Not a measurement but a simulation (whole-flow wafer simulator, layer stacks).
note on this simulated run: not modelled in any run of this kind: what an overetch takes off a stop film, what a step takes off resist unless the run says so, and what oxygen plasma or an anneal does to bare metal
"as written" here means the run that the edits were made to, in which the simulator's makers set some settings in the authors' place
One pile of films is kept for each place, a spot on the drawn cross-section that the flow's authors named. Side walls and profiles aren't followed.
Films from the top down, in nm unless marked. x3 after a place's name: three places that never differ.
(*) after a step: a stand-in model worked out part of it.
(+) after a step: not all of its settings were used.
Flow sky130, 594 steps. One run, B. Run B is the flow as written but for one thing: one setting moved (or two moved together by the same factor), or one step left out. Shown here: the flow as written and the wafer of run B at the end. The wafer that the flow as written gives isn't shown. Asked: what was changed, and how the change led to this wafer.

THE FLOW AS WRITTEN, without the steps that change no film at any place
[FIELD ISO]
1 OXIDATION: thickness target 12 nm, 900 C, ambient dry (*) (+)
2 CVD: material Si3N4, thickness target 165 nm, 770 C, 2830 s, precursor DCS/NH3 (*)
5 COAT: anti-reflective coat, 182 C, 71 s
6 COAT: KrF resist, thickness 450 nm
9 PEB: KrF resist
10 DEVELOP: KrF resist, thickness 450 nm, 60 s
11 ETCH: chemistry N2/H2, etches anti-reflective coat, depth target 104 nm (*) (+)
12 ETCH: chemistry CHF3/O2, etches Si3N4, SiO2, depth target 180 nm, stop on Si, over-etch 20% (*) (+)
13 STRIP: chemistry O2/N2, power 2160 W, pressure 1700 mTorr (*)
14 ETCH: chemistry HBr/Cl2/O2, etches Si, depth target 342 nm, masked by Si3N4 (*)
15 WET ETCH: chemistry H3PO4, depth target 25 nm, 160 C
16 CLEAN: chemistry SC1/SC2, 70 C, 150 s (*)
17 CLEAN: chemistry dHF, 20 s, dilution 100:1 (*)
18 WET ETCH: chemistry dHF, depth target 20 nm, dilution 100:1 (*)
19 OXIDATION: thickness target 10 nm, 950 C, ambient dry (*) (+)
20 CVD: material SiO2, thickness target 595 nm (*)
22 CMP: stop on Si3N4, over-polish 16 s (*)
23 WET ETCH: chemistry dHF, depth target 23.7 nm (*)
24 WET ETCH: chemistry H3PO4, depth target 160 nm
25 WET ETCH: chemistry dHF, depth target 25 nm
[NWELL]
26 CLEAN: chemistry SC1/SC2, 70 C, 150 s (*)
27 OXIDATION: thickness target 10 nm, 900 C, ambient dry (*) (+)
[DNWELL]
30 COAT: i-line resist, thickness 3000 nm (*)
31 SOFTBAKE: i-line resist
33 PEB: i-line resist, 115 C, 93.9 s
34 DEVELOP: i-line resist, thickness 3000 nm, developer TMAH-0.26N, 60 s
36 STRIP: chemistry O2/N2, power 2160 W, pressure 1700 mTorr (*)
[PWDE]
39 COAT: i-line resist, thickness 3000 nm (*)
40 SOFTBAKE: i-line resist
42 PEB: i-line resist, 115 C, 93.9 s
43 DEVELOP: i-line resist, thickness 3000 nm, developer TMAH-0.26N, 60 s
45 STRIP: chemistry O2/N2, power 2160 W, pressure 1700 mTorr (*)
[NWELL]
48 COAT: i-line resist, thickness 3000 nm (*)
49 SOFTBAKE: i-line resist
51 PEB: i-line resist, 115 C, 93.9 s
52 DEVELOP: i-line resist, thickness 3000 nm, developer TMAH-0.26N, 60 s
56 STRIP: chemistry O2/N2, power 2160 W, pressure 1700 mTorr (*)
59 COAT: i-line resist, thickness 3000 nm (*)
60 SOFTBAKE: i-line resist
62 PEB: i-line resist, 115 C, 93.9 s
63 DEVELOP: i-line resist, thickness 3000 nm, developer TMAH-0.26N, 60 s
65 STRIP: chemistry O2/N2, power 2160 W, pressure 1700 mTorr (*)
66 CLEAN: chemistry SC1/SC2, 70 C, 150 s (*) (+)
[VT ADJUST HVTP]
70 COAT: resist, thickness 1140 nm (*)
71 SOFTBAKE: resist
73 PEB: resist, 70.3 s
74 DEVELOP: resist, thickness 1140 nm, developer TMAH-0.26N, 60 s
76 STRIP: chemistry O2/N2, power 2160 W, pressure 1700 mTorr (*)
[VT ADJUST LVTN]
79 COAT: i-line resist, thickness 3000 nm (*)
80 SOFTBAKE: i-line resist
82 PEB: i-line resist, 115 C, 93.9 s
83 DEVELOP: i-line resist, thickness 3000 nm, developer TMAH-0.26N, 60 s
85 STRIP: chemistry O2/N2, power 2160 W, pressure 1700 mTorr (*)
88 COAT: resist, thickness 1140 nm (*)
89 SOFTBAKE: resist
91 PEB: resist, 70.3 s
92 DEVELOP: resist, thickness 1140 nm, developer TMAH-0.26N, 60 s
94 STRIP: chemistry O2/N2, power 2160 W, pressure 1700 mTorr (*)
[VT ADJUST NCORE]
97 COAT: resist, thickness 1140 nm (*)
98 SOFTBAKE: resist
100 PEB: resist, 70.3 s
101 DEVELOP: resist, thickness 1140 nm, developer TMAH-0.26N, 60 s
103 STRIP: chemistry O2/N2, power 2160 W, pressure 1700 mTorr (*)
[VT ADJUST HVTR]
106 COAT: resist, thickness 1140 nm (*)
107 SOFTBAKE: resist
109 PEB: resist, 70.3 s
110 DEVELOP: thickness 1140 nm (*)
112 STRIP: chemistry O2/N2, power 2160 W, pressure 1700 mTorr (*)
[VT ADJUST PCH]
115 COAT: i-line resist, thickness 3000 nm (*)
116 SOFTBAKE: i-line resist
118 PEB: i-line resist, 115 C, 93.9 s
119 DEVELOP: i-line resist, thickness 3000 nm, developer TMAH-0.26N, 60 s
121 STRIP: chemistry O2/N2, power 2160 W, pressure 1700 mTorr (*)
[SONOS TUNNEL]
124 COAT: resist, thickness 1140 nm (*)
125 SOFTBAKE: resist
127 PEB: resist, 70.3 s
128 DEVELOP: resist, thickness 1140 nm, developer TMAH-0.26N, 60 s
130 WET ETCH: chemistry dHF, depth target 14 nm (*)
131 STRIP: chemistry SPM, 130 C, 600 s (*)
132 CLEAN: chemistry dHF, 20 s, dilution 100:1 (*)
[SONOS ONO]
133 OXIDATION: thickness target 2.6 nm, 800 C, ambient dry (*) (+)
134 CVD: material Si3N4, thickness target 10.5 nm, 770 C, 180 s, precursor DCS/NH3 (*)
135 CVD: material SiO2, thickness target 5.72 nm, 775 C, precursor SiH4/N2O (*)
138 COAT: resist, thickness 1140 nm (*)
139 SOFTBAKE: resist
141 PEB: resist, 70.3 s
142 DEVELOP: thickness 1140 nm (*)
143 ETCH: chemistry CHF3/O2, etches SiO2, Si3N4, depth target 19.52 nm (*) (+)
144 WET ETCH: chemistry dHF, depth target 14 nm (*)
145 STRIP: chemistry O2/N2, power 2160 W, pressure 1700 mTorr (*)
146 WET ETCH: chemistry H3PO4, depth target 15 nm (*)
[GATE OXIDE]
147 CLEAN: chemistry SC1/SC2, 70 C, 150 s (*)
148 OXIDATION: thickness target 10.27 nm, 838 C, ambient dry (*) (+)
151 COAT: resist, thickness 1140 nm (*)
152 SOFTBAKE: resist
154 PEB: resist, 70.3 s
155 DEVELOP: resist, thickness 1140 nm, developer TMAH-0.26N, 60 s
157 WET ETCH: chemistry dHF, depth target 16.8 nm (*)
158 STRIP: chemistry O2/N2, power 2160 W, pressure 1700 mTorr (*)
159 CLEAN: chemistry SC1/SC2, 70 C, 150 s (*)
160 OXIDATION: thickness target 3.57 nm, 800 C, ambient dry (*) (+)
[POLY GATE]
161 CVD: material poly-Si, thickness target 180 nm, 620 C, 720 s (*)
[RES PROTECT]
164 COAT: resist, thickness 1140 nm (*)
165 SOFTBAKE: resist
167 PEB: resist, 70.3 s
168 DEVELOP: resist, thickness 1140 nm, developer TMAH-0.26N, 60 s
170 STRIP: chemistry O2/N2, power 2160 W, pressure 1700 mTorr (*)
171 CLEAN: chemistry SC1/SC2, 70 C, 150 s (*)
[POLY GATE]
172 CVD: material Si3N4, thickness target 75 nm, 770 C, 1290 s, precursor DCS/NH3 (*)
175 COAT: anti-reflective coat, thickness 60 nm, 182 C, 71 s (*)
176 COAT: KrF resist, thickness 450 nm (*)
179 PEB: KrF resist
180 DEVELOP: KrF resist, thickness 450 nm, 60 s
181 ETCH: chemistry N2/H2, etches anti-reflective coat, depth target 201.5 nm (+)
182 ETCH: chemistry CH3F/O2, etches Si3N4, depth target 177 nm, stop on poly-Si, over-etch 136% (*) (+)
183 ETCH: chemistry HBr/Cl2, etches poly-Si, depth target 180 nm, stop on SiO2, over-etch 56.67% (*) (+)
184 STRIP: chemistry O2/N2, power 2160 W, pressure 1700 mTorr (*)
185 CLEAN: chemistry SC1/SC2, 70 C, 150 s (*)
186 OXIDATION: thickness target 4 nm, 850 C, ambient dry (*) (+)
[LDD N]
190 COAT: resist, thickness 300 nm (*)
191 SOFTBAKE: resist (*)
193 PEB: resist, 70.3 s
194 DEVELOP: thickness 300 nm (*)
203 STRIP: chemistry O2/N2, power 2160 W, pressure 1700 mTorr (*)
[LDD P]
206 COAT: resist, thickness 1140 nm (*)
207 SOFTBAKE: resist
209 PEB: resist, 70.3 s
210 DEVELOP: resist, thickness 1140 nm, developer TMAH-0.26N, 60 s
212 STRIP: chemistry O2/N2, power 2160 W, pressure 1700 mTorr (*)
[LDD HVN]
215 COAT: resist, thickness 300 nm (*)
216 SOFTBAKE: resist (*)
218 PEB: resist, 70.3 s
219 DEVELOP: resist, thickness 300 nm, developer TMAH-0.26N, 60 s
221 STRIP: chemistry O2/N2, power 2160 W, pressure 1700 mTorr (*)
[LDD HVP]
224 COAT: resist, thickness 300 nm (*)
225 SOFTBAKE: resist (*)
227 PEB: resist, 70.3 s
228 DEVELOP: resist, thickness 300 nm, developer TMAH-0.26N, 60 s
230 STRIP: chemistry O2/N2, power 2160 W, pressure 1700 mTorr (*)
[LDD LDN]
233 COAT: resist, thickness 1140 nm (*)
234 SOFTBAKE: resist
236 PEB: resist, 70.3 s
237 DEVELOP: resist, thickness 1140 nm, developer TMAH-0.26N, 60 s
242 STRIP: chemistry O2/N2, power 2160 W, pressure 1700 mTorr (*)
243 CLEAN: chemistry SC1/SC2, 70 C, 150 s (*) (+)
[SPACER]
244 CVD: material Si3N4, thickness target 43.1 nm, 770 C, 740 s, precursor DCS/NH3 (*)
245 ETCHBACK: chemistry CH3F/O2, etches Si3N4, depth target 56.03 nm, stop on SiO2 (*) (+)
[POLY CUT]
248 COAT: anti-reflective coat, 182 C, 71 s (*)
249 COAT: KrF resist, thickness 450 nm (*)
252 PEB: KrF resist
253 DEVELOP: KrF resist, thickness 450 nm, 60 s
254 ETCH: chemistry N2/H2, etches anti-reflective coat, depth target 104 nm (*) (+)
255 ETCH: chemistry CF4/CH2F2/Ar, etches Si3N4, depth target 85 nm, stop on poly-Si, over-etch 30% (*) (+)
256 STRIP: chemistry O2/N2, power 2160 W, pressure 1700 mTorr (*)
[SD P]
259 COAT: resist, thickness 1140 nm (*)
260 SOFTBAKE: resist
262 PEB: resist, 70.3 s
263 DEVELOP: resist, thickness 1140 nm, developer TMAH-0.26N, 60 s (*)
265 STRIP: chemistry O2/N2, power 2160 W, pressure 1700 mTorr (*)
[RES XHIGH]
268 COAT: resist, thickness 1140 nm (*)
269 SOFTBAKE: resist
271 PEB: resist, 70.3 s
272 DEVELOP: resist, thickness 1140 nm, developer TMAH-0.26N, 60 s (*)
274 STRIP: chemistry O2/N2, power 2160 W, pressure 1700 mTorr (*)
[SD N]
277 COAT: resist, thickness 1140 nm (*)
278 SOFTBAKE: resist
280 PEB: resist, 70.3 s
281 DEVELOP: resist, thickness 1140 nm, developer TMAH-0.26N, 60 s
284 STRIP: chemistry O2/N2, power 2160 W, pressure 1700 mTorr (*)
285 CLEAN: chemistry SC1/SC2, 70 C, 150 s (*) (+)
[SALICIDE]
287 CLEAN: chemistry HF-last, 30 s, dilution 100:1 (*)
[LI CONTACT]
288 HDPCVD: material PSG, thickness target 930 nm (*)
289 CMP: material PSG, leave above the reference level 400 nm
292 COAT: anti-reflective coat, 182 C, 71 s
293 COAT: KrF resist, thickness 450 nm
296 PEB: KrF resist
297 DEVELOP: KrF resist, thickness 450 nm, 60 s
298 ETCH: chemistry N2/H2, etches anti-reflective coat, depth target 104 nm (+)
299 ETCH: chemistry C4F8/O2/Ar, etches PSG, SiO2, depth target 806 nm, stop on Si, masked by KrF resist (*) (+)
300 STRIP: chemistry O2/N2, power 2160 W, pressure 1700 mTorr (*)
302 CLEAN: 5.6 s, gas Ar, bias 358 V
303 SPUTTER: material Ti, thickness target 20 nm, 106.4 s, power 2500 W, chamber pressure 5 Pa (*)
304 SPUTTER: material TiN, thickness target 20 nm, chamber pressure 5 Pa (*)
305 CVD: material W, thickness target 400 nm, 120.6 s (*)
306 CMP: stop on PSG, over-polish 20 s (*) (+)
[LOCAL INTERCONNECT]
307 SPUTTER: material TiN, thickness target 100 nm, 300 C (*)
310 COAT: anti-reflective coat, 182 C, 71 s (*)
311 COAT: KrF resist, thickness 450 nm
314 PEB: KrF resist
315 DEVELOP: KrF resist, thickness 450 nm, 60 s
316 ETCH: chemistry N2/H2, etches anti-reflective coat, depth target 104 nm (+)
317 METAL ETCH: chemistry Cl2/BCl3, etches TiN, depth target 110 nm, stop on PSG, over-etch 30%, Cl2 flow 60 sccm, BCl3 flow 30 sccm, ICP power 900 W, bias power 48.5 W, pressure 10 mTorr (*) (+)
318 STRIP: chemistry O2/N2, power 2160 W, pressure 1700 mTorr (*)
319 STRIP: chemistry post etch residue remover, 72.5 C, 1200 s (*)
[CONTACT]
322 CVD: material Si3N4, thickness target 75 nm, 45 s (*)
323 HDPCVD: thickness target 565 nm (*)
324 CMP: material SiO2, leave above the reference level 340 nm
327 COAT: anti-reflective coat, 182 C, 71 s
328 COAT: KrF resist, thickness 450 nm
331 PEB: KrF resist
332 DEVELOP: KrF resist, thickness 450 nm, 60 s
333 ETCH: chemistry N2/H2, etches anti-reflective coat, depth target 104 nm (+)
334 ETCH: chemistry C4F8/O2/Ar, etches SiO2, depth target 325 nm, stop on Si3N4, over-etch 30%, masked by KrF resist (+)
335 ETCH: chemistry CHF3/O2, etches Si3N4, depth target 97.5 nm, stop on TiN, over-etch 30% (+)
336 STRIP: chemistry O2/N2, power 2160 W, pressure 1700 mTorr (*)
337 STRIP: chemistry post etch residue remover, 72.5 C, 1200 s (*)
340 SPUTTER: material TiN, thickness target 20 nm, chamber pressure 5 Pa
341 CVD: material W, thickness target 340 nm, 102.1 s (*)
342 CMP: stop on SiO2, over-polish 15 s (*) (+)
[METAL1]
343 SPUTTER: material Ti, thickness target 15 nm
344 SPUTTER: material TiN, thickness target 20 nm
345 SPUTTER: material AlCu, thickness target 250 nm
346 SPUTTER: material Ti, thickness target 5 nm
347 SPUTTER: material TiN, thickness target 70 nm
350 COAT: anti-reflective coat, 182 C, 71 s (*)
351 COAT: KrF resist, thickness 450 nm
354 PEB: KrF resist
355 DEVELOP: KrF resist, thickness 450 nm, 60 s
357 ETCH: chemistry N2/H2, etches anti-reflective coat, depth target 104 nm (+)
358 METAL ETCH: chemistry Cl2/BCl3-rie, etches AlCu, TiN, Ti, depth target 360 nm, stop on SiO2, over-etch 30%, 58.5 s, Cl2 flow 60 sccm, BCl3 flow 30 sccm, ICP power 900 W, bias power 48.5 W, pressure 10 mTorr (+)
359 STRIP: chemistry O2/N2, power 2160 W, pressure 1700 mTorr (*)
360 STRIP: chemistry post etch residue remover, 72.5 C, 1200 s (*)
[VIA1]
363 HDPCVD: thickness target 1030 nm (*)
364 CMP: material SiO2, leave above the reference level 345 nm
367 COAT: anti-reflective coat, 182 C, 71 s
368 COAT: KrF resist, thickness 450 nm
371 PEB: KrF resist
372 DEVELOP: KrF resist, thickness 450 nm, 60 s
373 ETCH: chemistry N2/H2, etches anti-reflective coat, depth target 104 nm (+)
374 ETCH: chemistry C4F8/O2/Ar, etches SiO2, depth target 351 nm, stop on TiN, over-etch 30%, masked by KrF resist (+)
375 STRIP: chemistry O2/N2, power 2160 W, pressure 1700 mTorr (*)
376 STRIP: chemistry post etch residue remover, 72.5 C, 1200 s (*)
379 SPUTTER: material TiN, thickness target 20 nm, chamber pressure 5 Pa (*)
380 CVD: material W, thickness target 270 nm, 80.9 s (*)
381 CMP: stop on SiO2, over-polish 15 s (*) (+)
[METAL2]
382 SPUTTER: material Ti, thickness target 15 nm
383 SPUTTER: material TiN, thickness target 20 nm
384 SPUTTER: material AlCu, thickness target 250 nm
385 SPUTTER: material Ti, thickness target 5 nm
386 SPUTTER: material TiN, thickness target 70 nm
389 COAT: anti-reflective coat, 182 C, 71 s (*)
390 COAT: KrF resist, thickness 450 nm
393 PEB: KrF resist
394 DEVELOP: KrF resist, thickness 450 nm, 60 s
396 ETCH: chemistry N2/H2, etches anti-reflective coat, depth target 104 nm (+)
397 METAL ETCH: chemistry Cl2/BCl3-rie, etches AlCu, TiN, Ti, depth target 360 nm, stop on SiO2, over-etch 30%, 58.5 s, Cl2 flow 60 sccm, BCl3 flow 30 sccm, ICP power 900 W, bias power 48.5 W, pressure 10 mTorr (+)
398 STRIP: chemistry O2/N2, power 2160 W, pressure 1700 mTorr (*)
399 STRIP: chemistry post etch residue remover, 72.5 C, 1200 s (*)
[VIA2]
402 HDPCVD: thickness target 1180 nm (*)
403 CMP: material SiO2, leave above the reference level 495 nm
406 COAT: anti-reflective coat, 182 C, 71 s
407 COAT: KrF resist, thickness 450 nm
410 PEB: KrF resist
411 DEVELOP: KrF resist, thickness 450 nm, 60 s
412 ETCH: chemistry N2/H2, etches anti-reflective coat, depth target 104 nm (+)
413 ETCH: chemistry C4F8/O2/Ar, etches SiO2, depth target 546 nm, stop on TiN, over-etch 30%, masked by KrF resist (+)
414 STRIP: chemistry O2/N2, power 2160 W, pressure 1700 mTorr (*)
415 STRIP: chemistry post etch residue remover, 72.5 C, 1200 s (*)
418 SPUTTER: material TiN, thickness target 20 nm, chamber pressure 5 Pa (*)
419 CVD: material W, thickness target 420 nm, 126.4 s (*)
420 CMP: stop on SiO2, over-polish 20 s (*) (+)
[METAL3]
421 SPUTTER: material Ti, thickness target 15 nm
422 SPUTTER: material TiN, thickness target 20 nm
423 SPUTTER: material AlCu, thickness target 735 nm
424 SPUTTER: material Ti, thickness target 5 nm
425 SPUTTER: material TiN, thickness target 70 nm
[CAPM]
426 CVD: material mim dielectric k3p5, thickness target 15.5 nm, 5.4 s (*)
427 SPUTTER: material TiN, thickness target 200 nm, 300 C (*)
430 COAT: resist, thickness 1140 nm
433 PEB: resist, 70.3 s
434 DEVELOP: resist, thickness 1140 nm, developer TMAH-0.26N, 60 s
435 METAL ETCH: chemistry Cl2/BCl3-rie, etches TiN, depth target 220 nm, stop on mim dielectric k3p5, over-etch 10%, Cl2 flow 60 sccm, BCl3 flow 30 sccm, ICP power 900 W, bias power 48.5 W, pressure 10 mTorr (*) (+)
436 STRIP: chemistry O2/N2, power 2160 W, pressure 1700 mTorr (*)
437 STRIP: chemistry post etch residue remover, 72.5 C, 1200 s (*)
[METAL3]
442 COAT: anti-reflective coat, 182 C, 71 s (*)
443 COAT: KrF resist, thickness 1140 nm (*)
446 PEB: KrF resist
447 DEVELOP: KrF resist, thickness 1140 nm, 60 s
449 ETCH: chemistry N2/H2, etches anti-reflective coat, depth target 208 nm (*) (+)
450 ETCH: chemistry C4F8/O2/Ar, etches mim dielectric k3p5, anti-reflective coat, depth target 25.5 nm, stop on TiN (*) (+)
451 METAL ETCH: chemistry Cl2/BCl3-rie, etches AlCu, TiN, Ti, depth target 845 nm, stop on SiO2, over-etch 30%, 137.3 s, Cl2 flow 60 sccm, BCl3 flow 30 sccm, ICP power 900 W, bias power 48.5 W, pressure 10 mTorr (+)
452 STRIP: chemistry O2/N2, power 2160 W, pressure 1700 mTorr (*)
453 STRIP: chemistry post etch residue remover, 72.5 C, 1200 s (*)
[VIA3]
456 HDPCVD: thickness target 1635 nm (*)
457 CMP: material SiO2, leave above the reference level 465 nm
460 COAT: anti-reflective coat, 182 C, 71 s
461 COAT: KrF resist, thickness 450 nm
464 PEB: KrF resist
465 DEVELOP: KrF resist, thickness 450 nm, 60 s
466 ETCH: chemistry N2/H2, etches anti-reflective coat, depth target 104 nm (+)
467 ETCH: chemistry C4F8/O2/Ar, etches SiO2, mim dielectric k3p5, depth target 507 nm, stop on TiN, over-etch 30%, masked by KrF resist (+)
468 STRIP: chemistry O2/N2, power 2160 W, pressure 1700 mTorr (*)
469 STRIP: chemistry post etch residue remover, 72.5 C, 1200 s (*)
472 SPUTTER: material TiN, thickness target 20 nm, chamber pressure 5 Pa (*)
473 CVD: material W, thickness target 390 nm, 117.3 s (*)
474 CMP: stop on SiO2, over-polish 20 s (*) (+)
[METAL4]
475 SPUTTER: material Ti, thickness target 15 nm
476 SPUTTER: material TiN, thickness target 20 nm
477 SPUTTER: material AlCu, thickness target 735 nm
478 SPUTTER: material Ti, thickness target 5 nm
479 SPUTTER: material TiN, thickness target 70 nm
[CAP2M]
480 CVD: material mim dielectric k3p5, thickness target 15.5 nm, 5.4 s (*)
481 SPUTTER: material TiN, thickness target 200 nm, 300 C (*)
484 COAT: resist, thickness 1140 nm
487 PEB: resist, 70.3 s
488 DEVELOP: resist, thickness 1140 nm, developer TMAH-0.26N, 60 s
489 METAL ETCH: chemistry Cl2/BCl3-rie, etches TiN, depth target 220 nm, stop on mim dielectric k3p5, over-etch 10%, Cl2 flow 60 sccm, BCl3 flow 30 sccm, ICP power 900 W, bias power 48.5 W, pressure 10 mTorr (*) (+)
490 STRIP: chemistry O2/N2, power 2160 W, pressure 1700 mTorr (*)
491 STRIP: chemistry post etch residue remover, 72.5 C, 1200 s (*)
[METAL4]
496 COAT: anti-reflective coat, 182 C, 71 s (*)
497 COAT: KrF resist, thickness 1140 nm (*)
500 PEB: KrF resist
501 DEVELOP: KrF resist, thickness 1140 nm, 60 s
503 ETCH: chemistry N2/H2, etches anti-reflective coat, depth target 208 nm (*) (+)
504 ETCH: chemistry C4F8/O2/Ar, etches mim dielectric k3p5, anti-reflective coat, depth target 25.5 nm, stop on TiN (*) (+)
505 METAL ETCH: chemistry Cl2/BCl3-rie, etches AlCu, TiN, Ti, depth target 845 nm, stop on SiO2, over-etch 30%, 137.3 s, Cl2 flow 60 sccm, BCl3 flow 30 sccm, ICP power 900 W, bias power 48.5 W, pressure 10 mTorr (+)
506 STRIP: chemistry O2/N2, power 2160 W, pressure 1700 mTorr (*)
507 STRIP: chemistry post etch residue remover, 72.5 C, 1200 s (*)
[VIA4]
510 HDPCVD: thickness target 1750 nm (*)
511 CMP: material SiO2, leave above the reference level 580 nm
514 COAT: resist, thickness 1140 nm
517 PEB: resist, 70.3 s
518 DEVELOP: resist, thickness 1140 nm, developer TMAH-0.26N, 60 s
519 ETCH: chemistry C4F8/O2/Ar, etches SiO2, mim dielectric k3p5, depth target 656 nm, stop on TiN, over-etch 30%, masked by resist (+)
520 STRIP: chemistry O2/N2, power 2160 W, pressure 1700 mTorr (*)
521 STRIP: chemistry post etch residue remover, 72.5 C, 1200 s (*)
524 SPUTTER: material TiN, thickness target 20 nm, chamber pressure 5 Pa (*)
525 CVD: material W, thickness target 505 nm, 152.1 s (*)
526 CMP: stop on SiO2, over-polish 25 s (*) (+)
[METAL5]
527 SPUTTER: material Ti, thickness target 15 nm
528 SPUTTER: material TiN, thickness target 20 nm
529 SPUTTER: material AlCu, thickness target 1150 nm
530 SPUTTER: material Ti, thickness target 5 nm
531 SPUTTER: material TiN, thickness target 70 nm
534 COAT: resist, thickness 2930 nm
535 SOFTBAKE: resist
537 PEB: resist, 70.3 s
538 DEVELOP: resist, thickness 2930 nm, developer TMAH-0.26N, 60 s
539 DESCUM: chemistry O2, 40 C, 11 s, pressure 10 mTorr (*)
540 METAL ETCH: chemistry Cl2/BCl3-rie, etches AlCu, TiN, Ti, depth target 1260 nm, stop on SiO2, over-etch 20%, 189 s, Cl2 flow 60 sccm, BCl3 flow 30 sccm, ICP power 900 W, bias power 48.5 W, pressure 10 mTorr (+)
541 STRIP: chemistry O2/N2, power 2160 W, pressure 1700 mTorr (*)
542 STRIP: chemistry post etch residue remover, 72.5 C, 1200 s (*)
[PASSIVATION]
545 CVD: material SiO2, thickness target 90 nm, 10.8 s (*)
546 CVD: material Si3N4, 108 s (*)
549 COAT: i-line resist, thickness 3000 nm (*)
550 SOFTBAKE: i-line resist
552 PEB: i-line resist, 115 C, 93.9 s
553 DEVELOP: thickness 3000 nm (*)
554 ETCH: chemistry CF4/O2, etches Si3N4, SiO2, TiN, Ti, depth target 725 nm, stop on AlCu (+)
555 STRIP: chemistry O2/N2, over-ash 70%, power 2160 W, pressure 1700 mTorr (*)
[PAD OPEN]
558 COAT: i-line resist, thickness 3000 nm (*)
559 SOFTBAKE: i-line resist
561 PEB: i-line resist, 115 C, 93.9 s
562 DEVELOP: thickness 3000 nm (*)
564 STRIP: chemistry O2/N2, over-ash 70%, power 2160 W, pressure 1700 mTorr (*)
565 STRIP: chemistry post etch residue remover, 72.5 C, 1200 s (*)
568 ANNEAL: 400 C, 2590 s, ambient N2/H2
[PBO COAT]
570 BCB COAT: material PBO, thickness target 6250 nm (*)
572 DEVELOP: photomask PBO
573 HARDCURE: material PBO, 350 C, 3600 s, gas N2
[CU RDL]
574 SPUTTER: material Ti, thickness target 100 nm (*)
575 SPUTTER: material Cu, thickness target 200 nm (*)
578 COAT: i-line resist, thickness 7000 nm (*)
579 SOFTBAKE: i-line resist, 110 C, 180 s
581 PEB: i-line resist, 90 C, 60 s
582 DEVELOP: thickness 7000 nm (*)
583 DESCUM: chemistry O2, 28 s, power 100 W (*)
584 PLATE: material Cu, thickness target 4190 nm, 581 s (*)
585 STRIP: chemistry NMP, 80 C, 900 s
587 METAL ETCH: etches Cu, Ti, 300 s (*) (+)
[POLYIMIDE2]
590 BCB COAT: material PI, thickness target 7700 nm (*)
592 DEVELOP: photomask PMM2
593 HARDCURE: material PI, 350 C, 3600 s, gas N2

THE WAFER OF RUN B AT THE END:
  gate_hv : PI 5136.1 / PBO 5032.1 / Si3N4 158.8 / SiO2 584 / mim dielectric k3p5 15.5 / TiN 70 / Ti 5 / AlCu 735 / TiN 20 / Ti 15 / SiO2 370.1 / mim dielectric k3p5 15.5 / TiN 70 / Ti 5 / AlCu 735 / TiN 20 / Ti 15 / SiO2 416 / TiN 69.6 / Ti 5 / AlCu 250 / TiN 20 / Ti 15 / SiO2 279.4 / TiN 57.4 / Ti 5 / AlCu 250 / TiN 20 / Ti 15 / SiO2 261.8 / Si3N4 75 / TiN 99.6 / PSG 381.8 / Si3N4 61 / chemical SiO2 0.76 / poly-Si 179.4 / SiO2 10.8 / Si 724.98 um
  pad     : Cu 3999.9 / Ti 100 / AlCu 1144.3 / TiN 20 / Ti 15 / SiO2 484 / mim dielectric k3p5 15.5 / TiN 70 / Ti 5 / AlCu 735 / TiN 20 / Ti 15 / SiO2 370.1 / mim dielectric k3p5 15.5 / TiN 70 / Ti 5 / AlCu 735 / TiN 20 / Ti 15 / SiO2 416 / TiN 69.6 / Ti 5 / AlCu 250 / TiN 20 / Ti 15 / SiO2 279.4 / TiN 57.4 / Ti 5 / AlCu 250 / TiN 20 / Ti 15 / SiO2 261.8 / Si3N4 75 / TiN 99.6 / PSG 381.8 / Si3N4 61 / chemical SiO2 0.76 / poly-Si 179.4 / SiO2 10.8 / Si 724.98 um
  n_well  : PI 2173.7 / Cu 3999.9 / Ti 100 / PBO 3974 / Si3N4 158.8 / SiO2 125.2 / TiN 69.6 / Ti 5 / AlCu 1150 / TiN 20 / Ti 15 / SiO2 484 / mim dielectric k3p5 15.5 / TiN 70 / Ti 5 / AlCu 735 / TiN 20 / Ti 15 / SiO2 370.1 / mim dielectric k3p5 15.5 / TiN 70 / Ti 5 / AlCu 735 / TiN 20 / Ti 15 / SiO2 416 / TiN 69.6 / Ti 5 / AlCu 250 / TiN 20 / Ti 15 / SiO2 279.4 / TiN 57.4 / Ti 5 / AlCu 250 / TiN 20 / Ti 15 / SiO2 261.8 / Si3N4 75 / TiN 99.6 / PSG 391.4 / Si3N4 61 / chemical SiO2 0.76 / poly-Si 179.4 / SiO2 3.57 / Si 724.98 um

The cause: step 347, SPUTTER: thickness target 57.8 nm was run, where the flow has thickness target 70 nm.

How the change led to this, step by step:
  347 SPUTTER: material TiN, thickness target 70 nm
      field, active, n_well and 188 more: TiN +57.8 (new film) (as written it would be: TiN +70 (new film))
  358 METAL ETCH: chemistry Cl2/BCl3-rie, etches AlCu, TiN, Ti, depth target 360 nm, stop on SiO2, over-etch 30%, 58.5 s, Cl2 flow 60 sccm, BCl3 flow 30 sccm, ICP power 900 W, bias power 48.5 W, pressure 10 mTorr (+)
      field, active, gate and 81 more: TiN -56.5 (all of it), Ti -5 (all of it), AlCu -250 (all of it), TiN -20 (all of it), Ti -15 (all of it), SiO2 -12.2 (as written it would be: TiN -68.7 (all of it), Ti -5 (all of it), AlCu -250 (all of it), TiN -20 (all of it), Ti -15 (all of it), SiO2 -10.9)
  374 ETCH: chemistry C4F8/O2/Ar, etches SiO2, depth target 351 nm, stop on TiN, over-etch 30%, masked by KrF resist (+)
      m1, via1_hole: SiO2 -282 (all of it) (as written it would be: SiO2 -269.8 (all of it))
  380 CVD: material W, thickness target 270 nm, 80.9 s (*)
      m1, via1_hole: W +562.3 (new film) (as written it would be: W +549.9 (new film))
